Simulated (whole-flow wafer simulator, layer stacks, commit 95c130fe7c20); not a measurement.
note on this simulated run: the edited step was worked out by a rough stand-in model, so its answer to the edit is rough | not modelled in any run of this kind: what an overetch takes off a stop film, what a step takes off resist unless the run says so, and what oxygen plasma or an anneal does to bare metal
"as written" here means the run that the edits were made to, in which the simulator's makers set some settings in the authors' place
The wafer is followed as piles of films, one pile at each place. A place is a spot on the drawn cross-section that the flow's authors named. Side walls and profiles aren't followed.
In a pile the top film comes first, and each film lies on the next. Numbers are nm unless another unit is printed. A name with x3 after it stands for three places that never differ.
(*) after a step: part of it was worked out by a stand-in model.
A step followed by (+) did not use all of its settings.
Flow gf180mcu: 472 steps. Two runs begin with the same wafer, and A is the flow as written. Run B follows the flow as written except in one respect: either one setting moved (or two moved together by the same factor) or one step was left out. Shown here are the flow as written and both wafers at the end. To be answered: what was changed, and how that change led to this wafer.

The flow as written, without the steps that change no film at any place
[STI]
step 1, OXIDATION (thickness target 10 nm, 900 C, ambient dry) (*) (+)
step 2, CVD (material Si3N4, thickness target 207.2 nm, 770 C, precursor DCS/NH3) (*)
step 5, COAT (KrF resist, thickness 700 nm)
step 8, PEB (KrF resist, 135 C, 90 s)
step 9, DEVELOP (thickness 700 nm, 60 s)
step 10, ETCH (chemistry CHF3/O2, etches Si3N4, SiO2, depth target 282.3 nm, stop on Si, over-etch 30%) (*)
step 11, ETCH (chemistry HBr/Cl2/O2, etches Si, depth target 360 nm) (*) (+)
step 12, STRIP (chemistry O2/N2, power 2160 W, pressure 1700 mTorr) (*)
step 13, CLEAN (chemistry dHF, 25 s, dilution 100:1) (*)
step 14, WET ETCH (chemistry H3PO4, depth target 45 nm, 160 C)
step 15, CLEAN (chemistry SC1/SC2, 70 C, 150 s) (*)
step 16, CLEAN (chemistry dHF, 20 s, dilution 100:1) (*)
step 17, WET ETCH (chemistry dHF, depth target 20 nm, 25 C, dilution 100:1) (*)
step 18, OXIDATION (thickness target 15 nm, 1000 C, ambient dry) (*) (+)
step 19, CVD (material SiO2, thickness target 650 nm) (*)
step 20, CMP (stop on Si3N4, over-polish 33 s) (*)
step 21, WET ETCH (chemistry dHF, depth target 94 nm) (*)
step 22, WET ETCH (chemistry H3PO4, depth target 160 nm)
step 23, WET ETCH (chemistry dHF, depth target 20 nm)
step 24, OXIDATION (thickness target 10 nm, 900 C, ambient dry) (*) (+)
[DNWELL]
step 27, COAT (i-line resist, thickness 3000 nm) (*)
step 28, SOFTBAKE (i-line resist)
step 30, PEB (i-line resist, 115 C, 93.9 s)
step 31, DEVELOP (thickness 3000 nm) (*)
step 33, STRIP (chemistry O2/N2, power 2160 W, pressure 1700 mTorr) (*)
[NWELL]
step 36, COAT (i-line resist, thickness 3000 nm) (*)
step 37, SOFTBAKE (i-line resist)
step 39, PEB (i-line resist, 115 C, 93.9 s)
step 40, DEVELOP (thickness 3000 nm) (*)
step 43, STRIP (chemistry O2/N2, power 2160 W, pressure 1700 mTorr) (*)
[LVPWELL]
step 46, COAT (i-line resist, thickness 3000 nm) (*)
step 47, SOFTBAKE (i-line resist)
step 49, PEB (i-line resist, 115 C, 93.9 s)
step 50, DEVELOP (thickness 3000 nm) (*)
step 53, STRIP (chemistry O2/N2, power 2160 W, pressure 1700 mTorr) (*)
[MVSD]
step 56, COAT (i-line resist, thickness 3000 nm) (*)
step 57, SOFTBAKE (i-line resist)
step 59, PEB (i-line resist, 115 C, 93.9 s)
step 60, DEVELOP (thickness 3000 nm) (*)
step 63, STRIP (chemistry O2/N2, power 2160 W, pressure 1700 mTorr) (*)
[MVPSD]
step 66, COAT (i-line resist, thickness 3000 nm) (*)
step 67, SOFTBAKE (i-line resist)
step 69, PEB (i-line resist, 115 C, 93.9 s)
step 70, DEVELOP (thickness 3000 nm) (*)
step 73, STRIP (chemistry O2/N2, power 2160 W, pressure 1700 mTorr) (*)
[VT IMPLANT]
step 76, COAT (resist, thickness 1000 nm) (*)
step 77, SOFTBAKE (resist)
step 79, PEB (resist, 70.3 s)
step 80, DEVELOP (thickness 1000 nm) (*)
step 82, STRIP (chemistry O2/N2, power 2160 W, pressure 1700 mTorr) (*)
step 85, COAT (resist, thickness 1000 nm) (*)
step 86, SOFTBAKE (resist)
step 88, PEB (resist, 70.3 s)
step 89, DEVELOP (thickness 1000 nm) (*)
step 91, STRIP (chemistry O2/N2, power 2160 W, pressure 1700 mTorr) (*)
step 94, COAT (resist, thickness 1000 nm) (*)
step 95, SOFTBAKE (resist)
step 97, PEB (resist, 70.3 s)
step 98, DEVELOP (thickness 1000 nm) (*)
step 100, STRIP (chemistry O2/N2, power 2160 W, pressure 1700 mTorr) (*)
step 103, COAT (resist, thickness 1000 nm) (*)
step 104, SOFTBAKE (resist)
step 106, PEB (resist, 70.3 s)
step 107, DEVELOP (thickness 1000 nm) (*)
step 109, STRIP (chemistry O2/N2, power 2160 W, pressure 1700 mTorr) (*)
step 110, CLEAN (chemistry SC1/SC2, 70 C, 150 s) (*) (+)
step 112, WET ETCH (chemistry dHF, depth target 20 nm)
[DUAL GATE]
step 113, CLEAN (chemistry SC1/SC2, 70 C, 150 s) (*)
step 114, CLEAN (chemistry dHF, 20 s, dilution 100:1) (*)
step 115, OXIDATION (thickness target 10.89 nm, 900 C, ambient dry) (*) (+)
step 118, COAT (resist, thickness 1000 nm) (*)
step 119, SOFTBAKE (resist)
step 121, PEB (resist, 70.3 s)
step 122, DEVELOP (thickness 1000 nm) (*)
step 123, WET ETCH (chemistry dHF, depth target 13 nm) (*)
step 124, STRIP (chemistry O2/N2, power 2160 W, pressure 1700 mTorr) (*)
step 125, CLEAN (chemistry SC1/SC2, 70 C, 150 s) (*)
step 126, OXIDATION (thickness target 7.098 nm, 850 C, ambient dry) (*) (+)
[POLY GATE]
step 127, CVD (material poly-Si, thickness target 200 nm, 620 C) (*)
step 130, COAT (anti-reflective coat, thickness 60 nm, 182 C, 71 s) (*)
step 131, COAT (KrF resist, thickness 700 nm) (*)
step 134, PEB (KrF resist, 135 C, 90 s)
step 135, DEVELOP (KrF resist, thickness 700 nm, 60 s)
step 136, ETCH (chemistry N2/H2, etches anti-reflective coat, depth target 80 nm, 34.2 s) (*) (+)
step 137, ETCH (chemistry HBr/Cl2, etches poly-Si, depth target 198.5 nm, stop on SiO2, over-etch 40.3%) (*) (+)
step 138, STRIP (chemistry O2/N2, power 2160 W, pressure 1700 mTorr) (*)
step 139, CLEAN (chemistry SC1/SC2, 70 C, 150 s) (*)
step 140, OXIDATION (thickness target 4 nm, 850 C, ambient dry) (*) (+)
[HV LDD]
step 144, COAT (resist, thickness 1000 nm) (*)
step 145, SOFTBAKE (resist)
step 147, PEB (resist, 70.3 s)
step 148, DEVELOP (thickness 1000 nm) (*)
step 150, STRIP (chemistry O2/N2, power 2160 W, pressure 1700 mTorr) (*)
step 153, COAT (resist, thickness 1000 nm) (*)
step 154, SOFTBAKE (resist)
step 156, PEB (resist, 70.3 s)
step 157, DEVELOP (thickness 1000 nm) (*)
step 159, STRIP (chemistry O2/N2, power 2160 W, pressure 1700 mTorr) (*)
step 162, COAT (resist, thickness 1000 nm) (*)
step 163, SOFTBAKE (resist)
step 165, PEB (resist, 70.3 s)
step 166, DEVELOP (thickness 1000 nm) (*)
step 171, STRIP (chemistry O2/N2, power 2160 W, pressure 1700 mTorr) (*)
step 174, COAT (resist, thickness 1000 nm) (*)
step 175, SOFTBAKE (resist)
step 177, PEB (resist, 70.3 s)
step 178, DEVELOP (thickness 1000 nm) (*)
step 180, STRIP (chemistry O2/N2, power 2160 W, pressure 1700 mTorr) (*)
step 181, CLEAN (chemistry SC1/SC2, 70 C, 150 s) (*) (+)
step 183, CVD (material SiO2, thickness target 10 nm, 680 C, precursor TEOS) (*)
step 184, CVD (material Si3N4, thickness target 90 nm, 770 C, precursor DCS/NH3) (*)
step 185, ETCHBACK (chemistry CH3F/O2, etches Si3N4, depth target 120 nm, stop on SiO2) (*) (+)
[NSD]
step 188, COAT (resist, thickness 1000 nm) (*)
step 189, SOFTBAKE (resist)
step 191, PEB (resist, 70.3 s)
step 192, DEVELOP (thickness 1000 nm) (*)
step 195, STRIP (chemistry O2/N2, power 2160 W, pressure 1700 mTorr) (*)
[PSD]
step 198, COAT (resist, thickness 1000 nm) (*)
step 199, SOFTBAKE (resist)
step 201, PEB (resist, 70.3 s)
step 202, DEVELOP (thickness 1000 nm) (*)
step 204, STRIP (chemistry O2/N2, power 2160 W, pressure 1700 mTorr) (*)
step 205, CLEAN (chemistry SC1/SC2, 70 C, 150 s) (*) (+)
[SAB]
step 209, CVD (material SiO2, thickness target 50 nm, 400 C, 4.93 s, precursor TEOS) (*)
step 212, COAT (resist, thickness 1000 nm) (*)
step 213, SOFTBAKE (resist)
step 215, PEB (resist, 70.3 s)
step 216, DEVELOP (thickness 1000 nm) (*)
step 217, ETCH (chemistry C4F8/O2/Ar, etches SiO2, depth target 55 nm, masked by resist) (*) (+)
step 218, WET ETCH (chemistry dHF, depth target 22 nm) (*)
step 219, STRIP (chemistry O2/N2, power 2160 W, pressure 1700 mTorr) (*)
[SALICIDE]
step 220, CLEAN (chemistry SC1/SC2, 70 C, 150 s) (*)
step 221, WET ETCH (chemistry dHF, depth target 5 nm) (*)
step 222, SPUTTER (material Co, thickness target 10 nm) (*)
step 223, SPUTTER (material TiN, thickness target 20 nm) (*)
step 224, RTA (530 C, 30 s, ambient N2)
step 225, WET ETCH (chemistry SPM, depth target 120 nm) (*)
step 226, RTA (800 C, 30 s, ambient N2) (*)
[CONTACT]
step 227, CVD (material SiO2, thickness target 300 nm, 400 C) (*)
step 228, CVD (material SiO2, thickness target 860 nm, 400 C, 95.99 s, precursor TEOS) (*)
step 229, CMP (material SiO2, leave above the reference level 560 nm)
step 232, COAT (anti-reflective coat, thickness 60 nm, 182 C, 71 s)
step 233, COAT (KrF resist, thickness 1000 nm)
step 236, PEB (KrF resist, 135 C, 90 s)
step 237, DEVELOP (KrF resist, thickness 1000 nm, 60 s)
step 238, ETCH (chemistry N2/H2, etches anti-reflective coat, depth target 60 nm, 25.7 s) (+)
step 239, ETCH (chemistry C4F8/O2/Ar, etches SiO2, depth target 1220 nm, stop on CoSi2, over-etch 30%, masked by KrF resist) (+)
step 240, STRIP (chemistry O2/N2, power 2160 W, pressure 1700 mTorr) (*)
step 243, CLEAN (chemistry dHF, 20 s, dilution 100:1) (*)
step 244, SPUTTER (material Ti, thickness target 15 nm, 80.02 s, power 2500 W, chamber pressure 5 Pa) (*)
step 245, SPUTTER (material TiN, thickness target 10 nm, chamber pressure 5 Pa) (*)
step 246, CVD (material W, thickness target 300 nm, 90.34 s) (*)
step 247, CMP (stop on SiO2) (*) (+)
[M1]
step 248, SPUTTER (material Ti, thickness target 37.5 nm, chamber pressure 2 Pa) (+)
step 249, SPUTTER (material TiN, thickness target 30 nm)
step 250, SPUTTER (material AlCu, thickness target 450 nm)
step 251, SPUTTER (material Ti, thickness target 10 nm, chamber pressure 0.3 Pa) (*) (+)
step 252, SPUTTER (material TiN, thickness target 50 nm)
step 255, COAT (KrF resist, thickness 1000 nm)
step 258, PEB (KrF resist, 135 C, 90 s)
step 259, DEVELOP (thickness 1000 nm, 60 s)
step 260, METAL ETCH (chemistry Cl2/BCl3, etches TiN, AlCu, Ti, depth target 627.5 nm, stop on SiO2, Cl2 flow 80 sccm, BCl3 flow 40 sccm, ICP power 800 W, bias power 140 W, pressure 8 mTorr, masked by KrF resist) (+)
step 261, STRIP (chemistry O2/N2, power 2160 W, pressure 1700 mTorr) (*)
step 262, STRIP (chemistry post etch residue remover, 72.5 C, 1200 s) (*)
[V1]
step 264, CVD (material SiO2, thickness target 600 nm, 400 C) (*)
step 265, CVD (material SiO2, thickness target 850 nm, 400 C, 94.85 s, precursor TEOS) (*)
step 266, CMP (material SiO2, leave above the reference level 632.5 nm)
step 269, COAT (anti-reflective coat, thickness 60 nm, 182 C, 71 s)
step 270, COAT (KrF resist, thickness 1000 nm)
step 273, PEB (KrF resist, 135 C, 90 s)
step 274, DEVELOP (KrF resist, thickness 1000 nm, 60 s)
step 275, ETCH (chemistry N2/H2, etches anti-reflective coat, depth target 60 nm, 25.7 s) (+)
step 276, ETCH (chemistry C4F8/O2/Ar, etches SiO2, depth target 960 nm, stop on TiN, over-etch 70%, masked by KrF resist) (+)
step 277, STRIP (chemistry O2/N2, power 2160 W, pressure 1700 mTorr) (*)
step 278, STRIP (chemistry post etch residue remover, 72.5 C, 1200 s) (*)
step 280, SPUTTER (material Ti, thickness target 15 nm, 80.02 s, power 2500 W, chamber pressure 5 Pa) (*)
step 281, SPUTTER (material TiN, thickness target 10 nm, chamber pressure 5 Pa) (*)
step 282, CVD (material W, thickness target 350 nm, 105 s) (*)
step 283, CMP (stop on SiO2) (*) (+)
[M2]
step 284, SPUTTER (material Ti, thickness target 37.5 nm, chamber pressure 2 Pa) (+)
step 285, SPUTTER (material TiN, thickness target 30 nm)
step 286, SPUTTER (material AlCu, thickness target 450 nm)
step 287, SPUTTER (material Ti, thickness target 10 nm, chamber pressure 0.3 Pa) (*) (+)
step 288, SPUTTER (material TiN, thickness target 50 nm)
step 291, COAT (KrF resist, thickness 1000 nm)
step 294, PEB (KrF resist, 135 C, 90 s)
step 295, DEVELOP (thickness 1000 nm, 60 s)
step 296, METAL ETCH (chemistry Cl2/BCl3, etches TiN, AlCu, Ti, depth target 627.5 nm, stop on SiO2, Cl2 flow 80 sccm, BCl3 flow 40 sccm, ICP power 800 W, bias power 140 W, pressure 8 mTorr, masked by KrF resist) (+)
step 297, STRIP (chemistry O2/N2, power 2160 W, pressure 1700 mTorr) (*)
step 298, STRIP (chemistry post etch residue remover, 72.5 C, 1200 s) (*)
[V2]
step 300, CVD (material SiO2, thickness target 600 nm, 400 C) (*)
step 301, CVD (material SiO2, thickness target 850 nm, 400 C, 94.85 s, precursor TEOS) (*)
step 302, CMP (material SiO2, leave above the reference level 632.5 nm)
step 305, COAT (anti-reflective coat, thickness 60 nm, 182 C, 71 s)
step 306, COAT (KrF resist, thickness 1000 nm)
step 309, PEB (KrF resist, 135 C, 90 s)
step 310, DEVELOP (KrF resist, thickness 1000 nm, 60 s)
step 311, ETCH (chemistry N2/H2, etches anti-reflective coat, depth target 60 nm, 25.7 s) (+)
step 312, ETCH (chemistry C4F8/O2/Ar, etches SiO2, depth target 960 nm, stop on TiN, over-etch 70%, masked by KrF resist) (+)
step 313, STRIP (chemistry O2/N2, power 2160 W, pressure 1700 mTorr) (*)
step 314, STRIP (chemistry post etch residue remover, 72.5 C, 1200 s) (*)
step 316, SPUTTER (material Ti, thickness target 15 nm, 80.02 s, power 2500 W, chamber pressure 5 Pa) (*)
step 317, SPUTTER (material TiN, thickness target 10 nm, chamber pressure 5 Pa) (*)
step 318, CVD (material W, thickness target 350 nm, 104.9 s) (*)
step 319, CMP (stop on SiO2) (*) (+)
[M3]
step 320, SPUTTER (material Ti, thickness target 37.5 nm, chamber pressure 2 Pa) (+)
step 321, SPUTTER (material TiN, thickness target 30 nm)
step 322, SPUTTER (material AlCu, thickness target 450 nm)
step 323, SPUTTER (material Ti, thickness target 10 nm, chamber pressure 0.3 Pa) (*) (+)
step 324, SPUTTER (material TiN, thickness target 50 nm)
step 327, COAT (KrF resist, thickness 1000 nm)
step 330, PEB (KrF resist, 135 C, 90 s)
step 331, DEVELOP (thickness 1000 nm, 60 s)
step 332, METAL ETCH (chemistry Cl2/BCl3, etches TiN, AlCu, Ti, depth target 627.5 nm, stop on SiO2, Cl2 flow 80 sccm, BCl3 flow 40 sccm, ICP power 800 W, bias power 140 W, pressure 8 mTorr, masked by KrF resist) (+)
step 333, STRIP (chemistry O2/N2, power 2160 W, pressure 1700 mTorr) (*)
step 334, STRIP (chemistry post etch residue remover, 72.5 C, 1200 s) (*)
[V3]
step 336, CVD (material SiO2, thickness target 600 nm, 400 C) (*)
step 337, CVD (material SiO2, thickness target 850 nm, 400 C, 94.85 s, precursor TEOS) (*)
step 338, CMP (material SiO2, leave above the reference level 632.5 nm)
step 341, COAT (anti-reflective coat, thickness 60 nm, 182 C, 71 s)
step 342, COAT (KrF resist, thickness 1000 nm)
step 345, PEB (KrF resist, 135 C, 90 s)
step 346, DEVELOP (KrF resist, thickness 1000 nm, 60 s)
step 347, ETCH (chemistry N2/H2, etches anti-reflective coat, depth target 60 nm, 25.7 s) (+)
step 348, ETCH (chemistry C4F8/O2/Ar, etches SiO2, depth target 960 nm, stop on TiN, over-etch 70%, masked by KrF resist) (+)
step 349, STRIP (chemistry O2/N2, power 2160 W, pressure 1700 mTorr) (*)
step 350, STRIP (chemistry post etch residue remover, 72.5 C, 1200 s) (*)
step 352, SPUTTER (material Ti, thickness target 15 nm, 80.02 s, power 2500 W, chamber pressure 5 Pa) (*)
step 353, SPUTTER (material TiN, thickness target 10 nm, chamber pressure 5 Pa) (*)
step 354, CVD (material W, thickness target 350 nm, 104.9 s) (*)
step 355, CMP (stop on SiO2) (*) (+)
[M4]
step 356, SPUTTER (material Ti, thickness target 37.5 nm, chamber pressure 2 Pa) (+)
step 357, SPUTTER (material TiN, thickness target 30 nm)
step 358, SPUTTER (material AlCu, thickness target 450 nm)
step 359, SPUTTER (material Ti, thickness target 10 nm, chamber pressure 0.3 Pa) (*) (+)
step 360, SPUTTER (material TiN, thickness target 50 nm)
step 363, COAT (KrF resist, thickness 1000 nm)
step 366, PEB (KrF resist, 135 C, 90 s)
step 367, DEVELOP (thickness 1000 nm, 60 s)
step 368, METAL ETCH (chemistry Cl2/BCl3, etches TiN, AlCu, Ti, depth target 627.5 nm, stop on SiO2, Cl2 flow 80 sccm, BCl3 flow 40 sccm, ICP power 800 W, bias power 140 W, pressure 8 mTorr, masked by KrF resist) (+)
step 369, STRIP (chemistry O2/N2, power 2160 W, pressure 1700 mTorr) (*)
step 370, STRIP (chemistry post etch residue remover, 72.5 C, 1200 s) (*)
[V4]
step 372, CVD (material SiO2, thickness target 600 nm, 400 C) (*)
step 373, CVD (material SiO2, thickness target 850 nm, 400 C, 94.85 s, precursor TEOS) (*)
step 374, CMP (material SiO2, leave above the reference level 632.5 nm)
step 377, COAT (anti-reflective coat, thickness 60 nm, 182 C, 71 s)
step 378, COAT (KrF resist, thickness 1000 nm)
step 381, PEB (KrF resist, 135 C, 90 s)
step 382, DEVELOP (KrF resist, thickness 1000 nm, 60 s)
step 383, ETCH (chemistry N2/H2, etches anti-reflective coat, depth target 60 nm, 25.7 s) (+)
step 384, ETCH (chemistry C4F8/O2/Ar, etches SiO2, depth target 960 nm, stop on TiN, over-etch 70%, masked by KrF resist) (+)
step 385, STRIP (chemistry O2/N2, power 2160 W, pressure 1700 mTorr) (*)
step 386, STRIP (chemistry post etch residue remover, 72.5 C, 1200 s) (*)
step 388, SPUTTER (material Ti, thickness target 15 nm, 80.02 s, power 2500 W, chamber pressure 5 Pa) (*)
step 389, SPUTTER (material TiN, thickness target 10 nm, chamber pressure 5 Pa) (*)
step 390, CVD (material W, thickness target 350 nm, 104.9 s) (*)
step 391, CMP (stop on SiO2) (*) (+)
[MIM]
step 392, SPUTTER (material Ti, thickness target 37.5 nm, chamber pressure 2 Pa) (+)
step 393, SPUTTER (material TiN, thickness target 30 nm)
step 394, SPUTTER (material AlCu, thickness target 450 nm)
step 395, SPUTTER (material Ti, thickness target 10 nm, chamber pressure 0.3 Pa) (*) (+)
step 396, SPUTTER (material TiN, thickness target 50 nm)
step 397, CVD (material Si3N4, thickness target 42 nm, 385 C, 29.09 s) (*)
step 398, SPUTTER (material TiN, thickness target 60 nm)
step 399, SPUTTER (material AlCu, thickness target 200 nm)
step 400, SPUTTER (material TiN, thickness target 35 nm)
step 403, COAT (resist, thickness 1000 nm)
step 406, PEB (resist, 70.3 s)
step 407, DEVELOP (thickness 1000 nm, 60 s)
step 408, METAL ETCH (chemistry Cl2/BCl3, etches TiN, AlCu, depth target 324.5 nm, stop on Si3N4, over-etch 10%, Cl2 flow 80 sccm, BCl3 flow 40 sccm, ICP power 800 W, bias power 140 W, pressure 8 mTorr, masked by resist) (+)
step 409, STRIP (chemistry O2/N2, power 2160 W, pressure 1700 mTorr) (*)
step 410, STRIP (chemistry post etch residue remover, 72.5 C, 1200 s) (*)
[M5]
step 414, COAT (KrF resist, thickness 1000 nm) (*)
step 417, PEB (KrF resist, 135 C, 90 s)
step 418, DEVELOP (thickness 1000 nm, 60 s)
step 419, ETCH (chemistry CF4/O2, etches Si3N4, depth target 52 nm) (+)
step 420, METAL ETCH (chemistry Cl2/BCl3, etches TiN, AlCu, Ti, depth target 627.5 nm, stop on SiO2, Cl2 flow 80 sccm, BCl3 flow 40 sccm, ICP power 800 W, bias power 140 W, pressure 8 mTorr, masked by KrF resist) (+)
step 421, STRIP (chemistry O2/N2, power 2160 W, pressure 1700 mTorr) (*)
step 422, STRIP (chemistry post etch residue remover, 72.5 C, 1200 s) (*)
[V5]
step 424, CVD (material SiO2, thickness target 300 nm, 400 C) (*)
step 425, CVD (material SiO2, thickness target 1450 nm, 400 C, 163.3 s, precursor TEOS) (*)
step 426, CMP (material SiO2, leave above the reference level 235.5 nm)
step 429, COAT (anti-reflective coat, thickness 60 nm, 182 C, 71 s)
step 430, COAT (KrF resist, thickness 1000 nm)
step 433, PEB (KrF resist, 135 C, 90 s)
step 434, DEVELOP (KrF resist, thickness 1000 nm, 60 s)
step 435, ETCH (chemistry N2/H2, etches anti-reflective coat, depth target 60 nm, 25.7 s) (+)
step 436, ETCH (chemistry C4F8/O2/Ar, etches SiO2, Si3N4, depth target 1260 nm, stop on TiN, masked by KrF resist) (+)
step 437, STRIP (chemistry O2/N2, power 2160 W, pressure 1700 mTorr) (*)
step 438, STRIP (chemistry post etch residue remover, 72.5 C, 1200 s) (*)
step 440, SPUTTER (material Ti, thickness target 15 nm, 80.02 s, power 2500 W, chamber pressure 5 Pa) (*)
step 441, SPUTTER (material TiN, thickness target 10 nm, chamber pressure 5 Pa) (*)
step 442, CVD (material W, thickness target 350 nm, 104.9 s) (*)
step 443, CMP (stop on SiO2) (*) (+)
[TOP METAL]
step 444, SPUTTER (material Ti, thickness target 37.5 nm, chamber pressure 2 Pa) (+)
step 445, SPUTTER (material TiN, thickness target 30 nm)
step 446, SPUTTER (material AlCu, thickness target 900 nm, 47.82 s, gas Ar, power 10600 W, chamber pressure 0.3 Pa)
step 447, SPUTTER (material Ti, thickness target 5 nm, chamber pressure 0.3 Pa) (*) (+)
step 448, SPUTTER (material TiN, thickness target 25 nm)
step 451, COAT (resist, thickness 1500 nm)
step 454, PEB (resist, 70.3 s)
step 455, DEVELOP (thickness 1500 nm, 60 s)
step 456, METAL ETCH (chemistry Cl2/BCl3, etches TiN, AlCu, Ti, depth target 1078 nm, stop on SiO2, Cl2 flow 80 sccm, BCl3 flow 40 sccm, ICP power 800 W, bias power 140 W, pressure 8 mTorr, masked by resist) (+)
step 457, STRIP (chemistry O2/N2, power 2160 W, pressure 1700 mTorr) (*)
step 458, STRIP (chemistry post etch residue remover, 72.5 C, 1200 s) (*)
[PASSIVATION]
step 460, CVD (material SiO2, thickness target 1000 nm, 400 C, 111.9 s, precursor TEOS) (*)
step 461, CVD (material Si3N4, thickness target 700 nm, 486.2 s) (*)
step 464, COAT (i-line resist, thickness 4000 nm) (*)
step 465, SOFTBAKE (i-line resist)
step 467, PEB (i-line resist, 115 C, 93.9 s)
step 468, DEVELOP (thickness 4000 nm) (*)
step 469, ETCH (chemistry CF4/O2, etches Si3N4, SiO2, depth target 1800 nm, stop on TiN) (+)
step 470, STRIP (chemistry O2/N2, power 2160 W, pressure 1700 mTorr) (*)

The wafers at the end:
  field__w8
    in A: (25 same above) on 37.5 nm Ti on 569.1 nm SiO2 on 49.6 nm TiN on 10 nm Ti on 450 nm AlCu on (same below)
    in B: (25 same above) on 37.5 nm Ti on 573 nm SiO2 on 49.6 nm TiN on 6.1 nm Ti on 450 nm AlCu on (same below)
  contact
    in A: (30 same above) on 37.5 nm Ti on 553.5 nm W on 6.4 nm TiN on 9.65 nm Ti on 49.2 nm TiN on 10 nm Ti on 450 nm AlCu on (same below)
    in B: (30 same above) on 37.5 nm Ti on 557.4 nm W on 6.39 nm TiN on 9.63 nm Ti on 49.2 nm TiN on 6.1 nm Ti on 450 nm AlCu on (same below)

Cause: step 287, SPUTTER: thickness target 6.1 nm was run, whereas the flow has thickness target 10 nm.
The wafer lets one read it off: field__w8 has Ti 6.1, and step 287 as written asks for 10 nm.

Step by step, how the change led to this:
  step 287, SPUTTER (material Ti, thickness target 10 nm, chamber pressure 0.3 Pa) (*) (+)
      field, field__w1, field__w2 and 108 more: A Ti gains 10 (new film) | B Ti gains 6.1 (new film)
  step 296, METAL ETCH (chemistry Cl2/BCl3, etches TiN, AlCu, Ti, depth target 627.5 nm, stop on SiO2, Cl2 flow 80 sccm, BCl3 flow 40 sccm, ICP power 800 W, bias power 140 W, pressure 8 mTorr, masked by KrF resist) (+)
      field, field__w1, field__w2 and 103 more: A TiN loses 50 (all of it), Ti loses 10 (all of it), AlCu loses 450 (all of it), TiN loses 30 (all of it), Ti loses 37.5 (all of it) | B TiN loses 50 (all of it), Ti loses 6.1 (all of it), AlCu loses 450 (all of it), TiN loses 30 (all of it), Ti loses 37.5 (all of it)
